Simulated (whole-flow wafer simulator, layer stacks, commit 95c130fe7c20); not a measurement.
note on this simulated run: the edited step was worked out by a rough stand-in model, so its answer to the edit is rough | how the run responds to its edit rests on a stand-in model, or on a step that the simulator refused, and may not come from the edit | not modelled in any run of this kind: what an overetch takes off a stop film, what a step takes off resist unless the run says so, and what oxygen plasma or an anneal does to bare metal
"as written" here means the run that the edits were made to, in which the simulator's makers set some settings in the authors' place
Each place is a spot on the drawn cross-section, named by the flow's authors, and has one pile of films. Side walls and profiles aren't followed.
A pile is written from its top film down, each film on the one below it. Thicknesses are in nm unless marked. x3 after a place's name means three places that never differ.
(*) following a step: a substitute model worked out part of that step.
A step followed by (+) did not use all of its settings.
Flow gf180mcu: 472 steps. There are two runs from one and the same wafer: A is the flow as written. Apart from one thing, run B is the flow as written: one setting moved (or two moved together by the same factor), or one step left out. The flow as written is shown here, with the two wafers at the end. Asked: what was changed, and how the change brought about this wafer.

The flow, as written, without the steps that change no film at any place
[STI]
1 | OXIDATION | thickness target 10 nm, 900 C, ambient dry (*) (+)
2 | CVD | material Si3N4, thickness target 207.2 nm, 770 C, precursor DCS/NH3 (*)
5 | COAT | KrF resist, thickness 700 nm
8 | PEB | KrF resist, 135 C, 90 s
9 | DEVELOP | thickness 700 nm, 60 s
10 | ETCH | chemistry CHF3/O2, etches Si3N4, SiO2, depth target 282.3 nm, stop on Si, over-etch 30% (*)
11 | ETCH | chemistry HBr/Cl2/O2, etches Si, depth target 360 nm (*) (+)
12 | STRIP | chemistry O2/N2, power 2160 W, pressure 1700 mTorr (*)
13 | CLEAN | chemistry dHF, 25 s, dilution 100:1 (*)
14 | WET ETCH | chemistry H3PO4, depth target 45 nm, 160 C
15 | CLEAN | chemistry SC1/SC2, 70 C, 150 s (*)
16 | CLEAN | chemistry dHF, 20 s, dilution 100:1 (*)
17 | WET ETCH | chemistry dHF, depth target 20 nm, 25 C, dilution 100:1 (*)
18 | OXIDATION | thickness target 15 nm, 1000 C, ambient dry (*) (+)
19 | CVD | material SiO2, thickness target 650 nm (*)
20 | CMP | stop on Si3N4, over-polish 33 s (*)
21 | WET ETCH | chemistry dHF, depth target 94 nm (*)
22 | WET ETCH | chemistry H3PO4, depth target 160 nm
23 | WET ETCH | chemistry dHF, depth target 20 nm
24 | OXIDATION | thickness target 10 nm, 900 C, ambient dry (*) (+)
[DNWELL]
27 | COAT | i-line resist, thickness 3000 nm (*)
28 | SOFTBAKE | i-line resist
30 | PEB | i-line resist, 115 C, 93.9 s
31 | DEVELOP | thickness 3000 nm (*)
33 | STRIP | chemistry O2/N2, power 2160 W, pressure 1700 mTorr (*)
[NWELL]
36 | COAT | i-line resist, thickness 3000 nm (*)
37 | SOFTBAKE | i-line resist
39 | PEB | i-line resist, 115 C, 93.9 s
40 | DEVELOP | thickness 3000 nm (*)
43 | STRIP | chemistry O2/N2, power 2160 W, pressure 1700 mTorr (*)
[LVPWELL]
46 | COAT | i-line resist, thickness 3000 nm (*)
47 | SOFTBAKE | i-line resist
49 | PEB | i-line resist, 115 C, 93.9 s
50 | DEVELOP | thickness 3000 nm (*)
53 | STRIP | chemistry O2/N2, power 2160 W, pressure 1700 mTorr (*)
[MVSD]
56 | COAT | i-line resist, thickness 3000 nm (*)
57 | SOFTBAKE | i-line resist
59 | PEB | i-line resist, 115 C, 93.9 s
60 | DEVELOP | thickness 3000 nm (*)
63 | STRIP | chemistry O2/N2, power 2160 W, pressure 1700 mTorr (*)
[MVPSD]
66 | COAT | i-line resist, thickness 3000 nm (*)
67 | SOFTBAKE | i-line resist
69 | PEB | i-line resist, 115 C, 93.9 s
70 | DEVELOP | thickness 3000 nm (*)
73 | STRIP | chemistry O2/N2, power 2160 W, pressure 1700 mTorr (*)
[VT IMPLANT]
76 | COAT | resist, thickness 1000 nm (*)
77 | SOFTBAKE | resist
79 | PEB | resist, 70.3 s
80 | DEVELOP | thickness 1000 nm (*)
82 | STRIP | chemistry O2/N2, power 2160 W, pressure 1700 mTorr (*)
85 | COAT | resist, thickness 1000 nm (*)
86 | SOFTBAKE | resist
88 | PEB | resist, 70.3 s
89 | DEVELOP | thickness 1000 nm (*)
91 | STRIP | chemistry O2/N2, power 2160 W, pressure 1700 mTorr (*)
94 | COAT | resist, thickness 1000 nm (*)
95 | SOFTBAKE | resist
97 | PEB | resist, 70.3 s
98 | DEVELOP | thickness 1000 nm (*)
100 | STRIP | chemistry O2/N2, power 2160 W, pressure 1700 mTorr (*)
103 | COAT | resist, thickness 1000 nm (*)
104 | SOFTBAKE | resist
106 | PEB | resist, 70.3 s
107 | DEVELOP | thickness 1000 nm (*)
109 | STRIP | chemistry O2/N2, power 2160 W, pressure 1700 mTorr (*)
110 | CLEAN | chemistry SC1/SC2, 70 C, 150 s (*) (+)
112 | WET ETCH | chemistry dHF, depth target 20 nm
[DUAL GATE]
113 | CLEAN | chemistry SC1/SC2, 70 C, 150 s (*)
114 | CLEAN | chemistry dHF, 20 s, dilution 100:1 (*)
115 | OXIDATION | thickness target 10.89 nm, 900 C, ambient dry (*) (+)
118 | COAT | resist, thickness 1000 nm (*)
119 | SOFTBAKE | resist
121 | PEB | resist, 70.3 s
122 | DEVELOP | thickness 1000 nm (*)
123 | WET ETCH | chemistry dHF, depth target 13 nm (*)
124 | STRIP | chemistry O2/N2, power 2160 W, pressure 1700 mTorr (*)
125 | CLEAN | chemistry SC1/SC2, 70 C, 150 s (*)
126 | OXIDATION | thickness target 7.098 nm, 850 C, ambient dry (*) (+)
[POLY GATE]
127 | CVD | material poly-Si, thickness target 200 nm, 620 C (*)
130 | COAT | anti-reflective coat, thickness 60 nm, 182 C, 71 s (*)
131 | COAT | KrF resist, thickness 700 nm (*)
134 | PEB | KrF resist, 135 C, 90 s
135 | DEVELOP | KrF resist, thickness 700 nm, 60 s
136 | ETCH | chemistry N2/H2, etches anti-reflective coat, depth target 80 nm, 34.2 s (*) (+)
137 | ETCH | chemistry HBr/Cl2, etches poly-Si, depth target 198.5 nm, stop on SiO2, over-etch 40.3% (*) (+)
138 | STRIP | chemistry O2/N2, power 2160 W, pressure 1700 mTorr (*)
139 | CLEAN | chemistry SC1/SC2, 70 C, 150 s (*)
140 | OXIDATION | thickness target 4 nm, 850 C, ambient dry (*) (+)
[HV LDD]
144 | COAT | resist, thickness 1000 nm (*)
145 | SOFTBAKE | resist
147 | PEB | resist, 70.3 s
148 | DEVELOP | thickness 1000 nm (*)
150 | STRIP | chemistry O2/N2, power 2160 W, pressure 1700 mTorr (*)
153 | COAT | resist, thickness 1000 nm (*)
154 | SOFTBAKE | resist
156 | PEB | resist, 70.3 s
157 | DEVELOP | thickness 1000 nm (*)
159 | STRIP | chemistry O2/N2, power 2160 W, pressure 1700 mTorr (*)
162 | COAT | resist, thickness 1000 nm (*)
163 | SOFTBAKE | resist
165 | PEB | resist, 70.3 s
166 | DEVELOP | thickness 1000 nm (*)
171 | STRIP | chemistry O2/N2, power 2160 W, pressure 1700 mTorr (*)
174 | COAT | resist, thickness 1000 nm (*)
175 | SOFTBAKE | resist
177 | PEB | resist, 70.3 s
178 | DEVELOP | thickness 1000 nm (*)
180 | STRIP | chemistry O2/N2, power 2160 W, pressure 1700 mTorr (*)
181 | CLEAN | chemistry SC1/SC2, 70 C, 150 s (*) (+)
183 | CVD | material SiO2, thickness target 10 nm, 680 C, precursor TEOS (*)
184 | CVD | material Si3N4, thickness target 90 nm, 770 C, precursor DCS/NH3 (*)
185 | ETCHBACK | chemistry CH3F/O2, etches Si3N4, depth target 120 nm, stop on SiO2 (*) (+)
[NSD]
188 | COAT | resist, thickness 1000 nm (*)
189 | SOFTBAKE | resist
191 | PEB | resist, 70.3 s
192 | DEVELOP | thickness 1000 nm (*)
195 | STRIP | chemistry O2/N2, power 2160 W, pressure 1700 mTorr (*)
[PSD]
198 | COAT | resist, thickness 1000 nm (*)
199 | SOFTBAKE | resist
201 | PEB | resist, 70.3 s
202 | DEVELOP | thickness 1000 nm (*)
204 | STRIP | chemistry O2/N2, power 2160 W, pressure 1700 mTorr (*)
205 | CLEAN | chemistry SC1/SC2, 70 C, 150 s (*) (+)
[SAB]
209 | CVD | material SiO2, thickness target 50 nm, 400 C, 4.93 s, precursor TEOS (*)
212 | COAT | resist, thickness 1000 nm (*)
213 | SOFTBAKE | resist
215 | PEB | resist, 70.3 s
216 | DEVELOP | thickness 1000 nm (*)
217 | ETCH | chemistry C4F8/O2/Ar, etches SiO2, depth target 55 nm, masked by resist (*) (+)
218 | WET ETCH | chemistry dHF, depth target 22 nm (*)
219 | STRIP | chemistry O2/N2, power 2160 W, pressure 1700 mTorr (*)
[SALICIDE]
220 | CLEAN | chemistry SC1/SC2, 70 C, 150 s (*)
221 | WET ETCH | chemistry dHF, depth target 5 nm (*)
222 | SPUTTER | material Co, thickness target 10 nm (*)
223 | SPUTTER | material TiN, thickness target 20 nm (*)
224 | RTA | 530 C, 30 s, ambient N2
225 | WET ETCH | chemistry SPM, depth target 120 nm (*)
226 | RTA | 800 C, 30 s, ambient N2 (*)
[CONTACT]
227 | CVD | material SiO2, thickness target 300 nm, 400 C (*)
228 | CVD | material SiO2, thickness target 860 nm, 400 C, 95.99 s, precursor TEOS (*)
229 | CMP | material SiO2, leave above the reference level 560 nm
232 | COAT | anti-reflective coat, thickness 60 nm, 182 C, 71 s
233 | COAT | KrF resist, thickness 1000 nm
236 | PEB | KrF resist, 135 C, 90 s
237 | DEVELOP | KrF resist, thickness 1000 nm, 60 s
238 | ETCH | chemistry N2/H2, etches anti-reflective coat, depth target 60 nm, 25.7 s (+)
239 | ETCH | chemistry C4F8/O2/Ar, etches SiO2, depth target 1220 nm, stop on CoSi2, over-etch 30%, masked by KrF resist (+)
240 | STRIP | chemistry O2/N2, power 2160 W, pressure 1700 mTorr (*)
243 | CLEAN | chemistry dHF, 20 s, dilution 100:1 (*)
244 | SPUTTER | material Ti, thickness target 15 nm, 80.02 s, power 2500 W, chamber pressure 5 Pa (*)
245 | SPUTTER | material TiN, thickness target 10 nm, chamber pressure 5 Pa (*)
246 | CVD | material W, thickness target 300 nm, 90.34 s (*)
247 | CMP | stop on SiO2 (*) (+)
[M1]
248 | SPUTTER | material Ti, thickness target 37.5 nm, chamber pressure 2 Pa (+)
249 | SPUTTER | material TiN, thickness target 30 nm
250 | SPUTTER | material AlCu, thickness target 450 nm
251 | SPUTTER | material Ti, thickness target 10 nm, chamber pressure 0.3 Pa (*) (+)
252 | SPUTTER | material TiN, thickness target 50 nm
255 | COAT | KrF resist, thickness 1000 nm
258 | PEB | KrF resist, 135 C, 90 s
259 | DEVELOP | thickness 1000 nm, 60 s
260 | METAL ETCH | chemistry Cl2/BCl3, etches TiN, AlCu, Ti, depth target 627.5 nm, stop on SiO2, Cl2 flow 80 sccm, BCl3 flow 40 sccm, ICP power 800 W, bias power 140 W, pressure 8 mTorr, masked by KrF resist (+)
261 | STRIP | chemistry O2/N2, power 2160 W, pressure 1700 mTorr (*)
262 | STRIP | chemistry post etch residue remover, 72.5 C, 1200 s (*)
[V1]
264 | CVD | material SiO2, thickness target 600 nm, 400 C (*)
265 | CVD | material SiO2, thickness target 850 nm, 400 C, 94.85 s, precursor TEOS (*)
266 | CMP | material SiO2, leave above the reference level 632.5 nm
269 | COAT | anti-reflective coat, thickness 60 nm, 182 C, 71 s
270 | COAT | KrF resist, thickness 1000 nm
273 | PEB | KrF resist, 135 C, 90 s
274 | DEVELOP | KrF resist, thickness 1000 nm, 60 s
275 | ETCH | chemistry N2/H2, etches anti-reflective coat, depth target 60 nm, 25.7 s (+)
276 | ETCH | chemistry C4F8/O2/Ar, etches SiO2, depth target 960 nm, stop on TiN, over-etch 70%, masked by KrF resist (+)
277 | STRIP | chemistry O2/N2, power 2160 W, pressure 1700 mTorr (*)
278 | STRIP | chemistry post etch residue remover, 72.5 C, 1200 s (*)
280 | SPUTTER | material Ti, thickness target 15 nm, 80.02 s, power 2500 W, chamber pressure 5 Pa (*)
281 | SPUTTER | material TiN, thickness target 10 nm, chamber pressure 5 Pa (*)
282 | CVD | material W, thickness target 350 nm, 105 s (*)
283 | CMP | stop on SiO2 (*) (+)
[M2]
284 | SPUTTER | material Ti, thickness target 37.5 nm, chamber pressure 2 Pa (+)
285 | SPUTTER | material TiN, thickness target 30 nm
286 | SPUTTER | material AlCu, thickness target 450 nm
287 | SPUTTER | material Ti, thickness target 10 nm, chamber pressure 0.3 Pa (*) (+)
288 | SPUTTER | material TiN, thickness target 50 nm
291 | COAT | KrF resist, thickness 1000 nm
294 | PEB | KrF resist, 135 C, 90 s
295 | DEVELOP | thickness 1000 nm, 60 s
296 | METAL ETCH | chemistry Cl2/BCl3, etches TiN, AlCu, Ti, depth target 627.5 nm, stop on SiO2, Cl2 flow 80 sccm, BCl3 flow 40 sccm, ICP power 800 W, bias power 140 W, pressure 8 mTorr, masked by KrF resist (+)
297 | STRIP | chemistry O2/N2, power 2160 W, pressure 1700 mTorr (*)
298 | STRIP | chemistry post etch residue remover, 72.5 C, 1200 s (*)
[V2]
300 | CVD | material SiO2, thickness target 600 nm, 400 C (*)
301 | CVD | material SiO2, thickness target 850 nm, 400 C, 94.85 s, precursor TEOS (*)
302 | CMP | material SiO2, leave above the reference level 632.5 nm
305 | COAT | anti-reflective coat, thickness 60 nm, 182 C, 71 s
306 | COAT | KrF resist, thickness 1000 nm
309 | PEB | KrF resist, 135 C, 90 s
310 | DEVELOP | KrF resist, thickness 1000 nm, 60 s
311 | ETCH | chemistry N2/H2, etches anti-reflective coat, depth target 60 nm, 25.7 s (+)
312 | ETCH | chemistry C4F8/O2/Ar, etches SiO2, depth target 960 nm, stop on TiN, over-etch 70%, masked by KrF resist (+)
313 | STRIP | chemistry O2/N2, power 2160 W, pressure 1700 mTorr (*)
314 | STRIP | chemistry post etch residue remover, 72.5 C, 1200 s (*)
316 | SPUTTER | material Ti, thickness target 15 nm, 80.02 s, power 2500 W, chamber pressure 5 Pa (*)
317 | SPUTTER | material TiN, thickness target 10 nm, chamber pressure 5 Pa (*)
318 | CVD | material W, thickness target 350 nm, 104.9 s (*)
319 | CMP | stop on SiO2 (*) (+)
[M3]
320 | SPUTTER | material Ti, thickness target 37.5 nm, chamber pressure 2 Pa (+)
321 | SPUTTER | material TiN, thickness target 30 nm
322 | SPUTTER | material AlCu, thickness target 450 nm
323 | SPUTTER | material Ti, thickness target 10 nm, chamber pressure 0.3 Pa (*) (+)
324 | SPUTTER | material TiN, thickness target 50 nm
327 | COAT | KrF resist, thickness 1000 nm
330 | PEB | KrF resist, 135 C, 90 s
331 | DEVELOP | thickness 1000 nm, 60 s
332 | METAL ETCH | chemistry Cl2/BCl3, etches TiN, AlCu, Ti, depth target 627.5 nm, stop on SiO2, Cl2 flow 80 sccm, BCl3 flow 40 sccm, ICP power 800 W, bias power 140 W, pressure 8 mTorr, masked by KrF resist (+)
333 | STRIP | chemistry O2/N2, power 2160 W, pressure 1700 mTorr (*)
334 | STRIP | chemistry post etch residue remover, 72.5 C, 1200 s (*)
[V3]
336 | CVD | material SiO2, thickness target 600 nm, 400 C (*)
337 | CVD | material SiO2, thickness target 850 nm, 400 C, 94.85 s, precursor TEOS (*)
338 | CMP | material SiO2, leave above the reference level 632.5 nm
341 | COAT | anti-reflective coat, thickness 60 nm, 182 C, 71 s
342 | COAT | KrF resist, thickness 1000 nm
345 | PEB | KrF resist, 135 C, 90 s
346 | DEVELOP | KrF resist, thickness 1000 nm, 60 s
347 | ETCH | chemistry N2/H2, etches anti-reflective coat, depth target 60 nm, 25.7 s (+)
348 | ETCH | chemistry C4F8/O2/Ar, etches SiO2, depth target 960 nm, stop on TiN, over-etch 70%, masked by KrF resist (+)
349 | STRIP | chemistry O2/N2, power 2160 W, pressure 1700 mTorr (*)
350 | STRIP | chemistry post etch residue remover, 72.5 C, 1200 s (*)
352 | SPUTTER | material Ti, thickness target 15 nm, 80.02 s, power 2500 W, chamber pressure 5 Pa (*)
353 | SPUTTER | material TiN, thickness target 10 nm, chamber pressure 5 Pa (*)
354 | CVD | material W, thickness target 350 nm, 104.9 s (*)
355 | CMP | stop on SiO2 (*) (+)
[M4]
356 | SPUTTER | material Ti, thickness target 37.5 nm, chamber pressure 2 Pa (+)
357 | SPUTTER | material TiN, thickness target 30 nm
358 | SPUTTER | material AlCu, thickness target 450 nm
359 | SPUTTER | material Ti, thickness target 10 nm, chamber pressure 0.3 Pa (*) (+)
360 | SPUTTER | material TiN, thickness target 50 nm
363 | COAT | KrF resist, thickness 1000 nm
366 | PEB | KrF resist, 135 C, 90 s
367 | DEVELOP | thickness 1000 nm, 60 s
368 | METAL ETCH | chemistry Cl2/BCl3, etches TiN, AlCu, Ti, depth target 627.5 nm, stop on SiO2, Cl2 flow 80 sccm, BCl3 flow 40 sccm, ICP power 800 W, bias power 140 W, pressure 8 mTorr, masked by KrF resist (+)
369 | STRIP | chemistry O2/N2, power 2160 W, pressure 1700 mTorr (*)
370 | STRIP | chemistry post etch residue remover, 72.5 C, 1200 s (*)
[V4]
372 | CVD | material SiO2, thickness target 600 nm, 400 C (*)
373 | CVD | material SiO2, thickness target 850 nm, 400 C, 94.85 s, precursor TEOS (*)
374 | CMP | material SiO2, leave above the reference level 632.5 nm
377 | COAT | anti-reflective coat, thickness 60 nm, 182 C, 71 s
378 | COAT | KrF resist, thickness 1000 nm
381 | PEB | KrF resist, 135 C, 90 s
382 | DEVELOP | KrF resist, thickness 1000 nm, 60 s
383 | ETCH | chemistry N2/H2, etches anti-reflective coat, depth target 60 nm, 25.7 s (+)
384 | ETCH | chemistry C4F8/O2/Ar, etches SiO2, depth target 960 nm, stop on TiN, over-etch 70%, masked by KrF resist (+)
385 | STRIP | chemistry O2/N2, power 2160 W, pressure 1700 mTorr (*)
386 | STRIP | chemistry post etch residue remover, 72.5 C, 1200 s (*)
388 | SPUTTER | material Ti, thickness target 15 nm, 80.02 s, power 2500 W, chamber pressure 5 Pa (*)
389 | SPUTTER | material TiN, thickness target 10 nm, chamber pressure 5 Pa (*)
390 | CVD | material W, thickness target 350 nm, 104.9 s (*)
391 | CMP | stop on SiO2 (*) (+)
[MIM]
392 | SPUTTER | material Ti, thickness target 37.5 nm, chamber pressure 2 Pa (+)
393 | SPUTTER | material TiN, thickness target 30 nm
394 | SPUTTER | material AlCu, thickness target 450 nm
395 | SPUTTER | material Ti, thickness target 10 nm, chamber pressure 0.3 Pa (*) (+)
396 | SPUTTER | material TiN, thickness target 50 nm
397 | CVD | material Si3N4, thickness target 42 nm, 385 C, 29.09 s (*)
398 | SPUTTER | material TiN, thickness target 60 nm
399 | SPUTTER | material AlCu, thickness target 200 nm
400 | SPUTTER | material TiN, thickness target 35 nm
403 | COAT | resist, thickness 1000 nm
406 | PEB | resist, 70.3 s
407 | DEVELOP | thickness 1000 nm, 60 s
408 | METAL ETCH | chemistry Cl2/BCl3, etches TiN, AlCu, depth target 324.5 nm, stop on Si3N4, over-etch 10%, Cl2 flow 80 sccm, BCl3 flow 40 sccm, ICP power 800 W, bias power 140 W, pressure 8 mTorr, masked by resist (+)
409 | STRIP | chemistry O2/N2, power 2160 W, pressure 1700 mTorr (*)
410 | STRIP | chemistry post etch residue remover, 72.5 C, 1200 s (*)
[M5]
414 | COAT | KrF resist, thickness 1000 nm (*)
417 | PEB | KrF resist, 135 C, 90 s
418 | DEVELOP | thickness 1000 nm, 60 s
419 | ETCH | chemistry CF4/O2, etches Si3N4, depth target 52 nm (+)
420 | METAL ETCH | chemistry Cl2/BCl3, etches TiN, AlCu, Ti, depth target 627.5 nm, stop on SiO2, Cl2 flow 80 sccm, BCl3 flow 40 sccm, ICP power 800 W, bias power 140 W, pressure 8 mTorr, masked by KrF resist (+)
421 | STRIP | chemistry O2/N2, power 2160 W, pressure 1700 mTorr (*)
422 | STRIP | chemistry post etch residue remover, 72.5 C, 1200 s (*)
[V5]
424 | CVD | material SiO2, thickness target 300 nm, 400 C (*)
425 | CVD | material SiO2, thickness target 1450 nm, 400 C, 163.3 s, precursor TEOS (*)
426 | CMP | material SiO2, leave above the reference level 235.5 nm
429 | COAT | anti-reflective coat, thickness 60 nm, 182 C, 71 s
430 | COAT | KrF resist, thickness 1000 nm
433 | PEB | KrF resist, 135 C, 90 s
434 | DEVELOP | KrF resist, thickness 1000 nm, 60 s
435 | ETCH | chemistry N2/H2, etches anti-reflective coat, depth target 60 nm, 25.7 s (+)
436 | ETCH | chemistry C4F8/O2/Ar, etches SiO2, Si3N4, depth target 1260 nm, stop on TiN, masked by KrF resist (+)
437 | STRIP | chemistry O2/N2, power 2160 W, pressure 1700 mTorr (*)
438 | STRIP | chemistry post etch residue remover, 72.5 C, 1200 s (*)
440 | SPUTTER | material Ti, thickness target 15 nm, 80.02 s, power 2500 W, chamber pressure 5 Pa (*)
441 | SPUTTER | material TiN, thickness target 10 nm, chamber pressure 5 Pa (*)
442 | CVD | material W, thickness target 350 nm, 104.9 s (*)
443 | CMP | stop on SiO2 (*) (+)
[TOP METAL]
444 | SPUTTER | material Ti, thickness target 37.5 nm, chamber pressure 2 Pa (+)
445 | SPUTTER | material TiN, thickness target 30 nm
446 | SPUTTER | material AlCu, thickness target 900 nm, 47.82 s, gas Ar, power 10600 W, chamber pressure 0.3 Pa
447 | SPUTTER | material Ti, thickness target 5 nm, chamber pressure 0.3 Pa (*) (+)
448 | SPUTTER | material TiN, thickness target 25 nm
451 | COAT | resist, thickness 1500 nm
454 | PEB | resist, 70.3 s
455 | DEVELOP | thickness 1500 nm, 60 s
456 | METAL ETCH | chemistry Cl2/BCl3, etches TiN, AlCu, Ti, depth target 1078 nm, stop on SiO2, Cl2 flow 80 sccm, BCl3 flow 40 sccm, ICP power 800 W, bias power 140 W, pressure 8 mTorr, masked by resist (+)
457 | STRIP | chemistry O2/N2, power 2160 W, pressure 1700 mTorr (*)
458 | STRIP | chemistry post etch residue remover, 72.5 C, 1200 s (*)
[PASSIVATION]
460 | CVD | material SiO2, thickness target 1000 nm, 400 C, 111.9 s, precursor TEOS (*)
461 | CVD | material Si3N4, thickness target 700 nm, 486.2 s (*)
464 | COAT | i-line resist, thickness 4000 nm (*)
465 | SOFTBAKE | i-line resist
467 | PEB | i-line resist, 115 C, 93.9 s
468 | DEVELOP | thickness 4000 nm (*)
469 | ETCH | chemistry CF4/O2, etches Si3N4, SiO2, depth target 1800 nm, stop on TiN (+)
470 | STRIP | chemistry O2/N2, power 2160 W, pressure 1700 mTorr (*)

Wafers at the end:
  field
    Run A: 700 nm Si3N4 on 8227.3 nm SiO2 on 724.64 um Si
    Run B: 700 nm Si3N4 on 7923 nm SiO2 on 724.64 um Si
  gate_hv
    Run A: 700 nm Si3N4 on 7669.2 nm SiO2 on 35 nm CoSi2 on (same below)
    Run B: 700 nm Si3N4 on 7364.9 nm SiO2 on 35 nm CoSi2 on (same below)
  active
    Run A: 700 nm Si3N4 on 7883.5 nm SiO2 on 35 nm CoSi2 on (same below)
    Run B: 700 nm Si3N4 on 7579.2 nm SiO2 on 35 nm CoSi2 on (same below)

What caused this: step 460, CVD: thickness target 690 nm was run, though the flow has thickness target 1000 nm; step 460, CVD: 77.24 s was run, where the flow has 111.9 s.

How this came from the change, step by step:
  460 | CVD | material SiO2, thickness target 1000 nm, 400 C, 111.9 s, precursor TEOS (*)
      field, field__w1, field__w2 and 103 more: A SiO2 gains 1000 | B SiO2 gains 695.7
      field__w8, contact, m1, m1__w1, pad, m1_nw: A SiO2 gains 1000 (new film) | B SiO2 gains 695.7 (new film)
  465 | SOFTBAKE | i-line resist
      gate: A i-line resist gains 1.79 | B i-line resist loses 0.33
      ld_acc_p, ld_fp_p, ld_drift_p: A i-line resist gains 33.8 | B i-line resist gains 27
      (as well as at 57 more places)
  469 | ETCH | chemistry CF4/O2, etches Si3N4, SiO2, depth target 1800 nm, stop on TiN (+)
      pad: A Si3N4 loses 700 (all of it), SiO2 loses 1000 (all of it) | B Si3N4 loses 700 (all of it), SiO2 loses 695.7 (all of it)
